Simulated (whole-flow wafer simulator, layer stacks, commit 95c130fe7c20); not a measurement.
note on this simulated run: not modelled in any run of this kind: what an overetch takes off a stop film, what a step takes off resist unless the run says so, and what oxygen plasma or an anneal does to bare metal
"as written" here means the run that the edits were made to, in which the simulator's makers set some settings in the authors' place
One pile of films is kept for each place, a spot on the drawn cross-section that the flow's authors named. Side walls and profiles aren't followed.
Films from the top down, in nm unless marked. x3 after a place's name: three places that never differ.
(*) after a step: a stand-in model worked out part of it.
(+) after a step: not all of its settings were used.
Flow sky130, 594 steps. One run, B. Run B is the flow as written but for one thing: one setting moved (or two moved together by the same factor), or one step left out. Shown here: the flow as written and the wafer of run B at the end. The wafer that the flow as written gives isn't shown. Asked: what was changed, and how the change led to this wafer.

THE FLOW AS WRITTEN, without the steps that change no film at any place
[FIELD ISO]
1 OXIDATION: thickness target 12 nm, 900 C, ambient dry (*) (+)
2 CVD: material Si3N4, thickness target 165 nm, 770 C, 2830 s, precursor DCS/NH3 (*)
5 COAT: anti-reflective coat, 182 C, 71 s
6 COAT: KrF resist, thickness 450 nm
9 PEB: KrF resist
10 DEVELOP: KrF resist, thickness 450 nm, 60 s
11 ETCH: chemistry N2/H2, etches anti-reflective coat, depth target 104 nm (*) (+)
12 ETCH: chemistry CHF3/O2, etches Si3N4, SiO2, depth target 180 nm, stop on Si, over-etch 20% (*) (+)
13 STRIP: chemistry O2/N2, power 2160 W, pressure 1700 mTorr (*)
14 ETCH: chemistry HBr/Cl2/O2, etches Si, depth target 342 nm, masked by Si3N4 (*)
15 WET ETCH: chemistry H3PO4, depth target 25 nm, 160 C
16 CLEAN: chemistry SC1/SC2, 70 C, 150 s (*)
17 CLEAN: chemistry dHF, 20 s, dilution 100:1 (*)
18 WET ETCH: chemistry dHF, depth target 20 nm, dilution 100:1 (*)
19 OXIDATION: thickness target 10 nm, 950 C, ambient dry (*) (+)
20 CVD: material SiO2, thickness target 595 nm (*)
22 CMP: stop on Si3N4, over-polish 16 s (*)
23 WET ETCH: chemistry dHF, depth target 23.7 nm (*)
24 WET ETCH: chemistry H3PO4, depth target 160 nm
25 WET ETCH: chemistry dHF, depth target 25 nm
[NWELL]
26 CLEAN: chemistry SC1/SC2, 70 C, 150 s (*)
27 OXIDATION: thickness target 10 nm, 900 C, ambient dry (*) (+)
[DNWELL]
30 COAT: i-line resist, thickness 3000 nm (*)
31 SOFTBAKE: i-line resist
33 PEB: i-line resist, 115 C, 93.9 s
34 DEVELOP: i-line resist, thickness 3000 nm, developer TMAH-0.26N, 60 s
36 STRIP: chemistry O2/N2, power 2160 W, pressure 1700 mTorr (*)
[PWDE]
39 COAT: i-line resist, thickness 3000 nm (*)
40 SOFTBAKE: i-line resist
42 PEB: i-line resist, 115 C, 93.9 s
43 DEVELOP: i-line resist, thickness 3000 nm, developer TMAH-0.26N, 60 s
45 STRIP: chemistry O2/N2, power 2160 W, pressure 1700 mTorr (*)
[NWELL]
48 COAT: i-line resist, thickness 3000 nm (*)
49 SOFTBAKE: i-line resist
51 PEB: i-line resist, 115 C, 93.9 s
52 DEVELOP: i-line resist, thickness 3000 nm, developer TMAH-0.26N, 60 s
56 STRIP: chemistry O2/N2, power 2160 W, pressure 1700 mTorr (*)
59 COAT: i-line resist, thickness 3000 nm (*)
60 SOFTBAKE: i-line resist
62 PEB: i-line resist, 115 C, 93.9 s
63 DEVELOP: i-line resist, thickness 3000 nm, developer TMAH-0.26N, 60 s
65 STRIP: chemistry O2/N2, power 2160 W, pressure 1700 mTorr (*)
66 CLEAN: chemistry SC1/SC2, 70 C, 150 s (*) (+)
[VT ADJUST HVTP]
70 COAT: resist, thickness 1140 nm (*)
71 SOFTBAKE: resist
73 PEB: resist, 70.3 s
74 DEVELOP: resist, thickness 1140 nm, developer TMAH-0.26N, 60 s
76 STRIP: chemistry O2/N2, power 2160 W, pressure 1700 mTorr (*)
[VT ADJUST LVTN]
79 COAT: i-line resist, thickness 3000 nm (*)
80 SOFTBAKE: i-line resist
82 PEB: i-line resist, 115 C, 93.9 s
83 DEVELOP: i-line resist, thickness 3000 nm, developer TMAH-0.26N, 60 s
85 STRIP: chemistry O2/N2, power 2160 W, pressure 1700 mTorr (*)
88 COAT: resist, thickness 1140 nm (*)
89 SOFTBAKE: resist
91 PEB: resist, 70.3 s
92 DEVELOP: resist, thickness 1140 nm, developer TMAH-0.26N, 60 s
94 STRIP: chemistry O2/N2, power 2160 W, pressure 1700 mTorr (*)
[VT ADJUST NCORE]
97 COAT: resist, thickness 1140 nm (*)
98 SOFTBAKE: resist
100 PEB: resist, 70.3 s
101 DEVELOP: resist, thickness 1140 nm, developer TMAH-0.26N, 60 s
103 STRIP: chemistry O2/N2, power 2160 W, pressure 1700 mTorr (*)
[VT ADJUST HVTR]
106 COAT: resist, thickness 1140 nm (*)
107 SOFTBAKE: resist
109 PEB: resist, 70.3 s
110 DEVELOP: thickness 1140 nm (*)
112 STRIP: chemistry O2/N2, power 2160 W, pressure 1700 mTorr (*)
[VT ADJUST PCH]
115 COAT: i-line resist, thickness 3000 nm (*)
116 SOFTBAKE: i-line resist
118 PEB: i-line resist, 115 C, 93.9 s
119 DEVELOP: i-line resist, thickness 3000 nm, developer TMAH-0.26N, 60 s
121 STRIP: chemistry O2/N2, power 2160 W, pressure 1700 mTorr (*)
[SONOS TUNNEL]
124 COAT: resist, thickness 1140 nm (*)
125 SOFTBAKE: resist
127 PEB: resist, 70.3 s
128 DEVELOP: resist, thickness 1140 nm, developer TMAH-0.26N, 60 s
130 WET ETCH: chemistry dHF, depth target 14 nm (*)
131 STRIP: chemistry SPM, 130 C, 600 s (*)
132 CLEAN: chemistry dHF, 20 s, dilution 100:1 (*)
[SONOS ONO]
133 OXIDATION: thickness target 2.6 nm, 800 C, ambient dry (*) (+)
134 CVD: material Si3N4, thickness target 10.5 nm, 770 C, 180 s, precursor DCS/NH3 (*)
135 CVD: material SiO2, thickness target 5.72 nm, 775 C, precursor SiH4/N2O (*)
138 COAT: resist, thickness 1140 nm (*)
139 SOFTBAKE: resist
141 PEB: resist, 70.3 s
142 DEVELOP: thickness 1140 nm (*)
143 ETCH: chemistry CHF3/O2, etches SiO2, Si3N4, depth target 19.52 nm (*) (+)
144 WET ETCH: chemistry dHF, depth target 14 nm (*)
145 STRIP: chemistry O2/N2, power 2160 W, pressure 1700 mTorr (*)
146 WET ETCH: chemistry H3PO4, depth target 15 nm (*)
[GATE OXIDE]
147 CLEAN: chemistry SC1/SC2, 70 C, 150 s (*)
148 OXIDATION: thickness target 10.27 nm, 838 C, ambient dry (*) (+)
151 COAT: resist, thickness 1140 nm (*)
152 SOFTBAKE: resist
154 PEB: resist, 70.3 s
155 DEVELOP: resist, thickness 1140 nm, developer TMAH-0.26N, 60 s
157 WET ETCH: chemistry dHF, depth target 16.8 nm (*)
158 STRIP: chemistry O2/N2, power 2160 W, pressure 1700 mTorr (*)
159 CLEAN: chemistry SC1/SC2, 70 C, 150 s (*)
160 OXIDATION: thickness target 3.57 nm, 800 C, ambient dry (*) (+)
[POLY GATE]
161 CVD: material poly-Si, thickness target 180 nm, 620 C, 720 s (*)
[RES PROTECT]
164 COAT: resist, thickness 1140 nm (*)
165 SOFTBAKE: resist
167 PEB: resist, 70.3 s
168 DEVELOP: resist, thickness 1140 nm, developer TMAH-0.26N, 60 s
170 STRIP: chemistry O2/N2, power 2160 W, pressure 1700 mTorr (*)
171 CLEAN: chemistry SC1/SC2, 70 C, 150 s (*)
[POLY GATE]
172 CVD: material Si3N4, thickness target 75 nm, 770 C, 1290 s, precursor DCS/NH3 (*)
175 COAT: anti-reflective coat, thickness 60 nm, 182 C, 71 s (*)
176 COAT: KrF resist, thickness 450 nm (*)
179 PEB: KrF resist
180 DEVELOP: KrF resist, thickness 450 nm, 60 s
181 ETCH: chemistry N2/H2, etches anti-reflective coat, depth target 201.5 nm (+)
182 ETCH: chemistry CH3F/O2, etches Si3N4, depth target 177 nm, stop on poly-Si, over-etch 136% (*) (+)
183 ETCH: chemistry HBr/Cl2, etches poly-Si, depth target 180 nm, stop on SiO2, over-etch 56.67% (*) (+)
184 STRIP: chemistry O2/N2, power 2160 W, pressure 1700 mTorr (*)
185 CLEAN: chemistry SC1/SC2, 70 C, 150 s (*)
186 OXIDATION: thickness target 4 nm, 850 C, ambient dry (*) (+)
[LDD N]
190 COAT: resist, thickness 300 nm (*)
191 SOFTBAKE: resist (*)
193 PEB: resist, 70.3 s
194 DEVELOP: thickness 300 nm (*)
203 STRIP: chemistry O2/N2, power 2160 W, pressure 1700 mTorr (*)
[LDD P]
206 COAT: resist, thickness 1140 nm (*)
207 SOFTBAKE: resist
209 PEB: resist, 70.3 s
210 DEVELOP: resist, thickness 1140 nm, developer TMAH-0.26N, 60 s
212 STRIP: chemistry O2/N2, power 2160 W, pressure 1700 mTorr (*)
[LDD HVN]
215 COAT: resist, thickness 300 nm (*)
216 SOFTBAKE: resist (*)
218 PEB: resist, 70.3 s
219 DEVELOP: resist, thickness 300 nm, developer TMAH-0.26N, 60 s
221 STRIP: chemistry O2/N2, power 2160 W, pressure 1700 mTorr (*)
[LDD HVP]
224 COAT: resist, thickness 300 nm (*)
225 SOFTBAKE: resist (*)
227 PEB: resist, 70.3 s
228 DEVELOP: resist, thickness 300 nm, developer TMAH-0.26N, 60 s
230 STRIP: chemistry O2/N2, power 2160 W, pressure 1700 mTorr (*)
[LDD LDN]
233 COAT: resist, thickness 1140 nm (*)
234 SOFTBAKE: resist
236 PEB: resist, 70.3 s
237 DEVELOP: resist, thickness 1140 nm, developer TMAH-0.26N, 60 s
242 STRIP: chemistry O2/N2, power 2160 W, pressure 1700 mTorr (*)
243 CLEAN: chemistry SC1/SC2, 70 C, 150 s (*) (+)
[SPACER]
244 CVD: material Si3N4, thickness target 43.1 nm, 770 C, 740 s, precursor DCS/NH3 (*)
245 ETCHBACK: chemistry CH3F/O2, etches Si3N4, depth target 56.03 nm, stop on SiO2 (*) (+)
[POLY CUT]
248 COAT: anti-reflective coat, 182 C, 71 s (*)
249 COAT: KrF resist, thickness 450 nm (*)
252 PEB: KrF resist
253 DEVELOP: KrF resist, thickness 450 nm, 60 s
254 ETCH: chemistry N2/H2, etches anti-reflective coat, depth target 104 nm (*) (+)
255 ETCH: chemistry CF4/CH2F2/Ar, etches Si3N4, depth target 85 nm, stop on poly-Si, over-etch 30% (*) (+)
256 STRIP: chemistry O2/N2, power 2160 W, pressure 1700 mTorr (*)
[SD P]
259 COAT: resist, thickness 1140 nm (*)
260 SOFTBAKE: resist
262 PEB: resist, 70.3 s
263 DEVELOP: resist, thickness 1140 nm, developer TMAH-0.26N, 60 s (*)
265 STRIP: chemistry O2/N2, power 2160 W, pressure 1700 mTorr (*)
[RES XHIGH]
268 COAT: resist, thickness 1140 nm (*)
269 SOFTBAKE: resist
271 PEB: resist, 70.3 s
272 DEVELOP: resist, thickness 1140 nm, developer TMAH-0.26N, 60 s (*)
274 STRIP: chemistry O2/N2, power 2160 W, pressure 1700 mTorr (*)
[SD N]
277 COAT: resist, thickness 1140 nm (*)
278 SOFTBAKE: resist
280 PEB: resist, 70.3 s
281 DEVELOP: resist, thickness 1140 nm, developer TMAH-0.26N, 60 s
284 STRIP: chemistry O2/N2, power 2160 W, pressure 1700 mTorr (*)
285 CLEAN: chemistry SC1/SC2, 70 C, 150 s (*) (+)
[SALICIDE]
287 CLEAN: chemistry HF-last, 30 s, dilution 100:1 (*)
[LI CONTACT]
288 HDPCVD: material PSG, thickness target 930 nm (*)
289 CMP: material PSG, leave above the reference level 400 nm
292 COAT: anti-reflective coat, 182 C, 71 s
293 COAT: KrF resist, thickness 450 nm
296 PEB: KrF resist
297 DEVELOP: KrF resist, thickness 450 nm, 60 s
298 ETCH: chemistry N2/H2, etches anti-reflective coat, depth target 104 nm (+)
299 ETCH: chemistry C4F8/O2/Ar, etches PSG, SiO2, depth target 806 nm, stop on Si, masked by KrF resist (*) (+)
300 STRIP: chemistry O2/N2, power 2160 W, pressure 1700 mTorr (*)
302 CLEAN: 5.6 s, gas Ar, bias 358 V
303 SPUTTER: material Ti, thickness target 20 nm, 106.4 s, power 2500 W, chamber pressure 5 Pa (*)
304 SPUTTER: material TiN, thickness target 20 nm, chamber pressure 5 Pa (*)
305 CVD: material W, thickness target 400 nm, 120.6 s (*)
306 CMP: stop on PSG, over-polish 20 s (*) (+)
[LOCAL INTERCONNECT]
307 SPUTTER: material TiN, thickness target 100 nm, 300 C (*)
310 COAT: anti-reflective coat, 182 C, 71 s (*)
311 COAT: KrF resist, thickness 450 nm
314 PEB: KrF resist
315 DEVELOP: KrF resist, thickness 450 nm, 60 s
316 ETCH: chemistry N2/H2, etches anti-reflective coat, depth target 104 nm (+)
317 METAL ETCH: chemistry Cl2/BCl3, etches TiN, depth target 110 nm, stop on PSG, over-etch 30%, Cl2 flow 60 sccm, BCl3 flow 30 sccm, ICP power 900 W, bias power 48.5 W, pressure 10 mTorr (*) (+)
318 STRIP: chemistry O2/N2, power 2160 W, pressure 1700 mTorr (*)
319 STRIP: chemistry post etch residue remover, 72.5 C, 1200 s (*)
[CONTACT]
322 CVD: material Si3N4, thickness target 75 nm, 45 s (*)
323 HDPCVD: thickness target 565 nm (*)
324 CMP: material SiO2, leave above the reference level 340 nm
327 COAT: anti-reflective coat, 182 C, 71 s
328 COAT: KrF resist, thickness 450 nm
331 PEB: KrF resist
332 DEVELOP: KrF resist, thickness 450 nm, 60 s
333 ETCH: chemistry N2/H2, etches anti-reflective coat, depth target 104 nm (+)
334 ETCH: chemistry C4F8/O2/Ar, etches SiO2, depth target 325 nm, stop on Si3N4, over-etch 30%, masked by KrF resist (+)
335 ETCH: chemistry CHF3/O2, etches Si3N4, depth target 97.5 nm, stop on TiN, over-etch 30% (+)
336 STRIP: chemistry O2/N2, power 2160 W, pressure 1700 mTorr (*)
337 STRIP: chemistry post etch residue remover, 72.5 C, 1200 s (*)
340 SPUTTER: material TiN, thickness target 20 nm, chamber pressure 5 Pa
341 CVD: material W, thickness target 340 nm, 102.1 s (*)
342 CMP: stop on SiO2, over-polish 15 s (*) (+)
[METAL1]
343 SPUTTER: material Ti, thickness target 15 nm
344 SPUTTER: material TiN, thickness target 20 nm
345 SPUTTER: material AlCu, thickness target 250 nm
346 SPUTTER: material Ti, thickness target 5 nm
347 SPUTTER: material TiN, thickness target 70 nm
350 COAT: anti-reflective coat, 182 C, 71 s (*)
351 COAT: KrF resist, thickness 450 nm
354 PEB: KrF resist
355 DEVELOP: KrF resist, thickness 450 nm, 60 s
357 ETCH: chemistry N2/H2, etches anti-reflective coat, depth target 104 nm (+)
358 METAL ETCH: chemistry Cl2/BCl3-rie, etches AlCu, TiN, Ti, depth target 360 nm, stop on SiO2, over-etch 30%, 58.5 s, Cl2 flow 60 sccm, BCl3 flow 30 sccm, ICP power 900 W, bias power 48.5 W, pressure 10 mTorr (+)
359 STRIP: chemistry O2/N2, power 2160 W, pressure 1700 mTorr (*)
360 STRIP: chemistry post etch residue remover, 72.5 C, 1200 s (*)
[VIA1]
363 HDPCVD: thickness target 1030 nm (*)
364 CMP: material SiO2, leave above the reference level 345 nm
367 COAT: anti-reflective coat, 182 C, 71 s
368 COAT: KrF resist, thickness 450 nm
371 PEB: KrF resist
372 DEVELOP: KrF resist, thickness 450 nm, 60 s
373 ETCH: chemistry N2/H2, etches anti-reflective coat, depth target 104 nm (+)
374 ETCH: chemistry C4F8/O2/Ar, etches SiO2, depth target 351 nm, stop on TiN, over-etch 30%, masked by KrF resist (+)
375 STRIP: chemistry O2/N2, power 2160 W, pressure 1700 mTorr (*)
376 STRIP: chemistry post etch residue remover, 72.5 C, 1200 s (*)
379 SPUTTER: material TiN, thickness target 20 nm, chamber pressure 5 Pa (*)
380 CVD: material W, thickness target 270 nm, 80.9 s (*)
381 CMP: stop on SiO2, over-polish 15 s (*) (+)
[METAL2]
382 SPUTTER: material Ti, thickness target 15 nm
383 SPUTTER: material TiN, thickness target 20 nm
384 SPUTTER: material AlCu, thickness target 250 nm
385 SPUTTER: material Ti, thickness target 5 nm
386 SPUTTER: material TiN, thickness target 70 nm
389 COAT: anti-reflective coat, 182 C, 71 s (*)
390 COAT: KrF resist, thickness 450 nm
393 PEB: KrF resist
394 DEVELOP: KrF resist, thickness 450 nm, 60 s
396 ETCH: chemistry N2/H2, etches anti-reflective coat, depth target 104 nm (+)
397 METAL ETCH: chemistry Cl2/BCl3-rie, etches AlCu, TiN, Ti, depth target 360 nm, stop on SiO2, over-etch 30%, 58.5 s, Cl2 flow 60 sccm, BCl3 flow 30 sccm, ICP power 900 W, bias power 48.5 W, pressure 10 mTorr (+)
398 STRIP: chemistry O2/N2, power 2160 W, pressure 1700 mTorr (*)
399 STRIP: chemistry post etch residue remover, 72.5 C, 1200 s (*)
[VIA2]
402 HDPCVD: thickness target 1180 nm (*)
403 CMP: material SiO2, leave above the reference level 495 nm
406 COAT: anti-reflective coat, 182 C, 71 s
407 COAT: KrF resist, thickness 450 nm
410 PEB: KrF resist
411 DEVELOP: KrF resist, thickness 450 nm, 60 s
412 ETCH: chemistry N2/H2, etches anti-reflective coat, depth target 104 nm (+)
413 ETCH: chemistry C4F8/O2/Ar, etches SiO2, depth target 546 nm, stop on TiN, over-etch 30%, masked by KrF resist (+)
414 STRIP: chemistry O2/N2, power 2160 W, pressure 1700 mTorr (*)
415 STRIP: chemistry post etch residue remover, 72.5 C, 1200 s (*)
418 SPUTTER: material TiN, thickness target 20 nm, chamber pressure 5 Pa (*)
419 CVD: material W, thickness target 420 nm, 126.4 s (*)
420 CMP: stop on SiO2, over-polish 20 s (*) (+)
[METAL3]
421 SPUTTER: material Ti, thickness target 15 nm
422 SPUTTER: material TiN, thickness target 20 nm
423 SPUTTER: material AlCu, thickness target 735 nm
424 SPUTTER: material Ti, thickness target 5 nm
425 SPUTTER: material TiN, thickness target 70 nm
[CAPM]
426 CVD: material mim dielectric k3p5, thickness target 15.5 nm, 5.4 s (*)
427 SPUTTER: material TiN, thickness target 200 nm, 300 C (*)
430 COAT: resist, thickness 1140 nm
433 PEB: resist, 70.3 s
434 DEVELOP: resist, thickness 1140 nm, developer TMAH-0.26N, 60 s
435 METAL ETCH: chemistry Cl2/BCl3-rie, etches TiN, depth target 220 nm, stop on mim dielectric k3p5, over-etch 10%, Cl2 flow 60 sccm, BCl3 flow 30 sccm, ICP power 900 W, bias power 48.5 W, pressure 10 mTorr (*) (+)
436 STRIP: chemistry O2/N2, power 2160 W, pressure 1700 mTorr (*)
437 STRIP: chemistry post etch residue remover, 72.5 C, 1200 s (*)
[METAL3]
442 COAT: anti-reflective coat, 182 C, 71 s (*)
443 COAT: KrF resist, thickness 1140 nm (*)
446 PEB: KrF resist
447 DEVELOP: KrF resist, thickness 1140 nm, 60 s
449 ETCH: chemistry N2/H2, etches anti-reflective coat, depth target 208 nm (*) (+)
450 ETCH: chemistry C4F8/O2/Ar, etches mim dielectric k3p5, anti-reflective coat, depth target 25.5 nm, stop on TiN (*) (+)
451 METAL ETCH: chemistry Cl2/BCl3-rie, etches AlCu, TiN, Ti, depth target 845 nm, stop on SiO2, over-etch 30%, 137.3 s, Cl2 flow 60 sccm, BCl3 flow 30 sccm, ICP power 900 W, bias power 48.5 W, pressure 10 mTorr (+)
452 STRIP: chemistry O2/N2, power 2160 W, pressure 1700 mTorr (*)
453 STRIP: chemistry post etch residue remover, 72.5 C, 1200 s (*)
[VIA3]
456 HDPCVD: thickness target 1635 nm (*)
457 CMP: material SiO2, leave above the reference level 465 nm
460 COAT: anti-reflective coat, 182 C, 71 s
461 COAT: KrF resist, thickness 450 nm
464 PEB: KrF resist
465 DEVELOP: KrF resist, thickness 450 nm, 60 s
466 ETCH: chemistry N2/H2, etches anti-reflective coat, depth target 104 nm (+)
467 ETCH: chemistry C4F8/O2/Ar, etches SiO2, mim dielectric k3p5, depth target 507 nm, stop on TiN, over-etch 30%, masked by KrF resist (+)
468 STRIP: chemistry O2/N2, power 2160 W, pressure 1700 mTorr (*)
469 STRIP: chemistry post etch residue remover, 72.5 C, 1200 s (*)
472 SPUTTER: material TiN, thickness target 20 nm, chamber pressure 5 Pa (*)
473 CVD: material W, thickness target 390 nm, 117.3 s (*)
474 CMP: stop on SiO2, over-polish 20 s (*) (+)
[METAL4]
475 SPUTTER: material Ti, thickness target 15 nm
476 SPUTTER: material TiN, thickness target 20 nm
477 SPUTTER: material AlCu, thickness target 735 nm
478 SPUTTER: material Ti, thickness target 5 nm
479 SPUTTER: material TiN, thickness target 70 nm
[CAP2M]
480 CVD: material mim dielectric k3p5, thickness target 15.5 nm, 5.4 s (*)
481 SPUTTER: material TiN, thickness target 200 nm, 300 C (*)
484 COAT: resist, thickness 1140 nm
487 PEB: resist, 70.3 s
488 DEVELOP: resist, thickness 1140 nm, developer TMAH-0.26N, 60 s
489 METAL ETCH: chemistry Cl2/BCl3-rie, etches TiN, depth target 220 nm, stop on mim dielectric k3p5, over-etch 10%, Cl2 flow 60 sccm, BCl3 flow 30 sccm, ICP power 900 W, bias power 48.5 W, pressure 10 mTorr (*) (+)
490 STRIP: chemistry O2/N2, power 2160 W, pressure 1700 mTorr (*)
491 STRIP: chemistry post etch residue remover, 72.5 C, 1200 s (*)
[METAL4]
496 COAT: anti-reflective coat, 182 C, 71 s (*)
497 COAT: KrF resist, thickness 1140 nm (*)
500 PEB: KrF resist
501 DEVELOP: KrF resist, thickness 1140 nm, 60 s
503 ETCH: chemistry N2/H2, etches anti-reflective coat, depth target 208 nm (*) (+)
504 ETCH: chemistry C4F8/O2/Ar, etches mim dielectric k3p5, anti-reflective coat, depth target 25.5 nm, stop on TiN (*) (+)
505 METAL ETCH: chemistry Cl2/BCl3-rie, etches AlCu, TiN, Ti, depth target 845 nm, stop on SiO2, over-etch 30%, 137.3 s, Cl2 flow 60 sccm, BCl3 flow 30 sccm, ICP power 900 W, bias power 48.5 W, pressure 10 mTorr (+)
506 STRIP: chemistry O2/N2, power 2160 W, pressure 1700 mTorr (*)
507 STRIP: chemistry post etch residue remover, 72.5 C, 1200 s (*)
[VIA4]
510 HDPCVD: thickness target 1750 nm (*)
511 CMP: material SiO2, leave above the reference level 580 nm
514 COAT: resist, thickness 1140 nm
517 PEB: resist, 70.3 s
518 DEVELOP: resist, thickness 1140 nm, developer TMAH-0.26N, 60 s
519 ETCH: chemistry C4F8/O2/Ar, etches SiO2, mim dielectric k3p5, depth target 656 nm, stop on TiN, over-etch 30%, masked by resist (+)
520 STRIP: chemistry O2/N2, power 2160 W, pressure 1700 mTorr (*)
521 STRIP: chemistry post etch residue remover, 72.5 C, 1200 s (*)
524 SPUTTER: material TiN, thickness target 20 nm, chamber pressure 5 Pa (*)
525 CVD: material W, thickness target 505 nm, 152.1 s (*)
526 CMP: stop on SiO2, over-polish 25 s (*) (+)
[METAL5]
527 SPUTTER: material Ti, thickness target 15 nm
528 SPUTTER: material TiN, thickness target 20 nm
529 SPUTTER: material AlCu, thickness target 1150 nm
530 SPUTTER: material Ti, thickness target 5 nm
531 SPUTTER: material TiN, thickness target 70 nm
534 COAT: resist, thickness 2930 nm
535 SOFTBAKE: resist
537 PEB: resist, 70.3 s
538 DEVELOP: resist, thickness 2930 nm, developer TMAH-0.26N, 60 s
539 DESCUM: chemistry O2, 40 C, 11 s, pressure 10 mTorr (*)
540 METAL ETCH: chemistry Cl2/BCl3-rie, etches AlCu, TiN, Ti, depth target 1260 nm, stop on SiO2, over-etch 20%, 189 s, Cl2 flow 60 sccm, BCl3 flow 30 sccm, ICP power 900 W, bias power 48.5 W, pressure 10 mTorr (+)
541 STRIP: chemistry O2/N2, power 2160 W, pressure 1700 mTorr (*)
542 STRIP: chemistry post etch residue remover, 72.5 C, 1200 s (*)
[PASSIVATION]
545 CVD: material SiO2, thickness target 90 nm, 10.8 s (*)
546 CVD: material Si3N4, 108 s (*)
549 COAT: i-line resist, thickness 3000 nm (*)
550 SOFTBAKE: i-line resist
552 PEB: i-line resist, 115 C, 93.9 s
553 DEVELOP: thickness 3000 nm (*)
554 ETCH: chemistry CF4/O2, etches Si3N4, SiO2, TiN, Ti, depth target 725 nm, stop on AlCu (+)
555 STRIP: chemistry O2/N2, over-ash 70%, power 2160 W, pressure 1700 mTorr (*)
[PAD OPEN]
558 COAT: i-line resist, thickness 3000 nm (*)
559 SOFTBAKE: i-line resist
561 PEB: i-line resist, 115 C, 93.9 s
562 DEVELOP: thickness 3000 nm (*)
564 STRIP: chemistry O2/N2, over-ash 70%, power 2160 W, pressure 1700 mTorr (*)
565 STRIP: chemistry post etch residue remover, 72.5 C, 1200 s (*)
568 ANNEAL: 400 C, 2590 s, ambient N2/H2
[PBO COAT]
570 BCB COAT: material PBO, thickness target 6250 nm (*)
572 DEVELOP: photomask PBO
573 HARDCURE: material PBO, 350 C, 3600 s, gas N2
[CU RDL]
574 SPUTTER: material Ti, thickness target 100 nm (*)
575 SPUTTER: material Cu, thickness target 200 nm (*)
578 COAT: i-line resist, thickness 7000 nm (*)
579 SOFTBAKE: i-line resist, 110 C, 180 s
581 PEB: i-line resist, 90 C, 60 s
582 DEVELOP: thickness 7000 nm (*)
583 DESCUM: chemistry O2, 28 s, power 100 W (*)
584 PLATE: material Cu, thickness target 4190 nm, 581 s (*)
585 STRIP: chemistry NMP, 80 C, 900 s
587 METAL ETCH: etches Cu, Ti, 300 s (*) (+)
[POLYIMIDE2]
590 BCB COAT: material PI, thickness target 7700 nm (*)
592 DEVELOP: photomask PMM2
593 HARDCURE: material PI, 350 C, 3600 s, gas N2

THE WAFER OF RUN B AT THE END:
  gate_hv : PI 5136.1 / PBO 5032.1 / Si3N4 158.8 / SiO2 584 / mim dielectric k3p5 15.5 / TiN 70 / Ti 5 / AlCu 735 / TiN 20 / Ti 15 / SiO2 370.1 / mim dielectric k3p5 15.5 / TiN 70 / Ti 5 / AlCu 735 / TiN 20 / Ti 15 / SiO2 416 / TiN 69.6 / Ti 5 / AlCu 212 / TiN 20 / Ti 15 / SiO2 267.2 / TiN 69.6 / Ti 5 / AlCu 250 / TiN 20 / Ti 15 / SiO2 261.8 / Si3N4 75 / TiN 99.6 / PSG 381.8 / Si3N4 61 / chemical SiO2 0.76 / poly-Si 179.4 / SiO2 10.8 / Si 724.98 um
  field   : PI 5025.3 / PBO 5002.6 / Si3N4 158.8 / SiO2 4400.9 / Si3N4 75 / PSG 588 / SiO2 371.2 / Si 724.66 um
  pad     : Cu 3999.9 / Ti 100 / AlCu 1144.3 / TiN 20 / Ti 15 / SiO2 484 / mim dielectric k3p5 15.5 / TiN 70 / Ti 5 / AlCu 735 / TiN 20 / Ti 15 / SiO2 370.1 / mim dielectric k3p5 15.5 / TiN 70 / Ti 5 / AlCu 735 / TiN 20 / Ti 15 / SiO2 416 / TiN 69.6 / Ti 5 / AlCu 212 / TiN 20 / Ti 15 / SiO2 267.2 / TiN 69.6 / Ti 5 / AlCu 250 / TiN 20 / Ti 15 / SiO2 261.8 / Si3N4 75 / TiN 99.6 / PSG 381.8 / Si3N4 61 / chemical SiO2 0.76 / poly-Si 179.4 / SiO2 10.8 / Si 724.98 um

The cause: step 384, SPUTTER: thickness target 212 nm was run, where the flow has thickness target 250 nm.
It can be read off the wafer: gate_hv has AlCu 212, and step 384 as written asks for 250 nm.

How the change led to this, step by step:
  384 SPUTTER: material AlCu, thickness target 250 nm
      field, active, n_well and 188 more: AlCu +212 (new film) (as written it would be: AlCu +250 (new film))
  397 METAL ETCH: chemistry Cl2/BCl3-rie, etches AlCu, TiN, Ti, depth target 360 nm, stop on SiO2, over-etch 30%, 58.5 s, Cl2 flow 60 sccm, BCl3 flow 30 sccm, ICP power 900 W, bias power 48.5 W, pressure 10 mTorr (+)
      field, active, gate and 82 more: TiN -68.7 (all of it), Ti -5 (all of it), AlCu -212 (all of it), TiN -20 (all of it), Ti -15 (all of it), SiO2 -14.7 (as written it would be: TiN -68.7 (all of it), Ti -5 (all of it), AlCu -250 (all of it), TiN -20 (all of it), Ti -15 (all of it), SiO2 -10.9)
  403 CMP: material SiO2, leave above the reference level 495 nm
      field, active, gate and 82 more: SiO2 -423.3 (as written it would be: SiO2 -389.1)
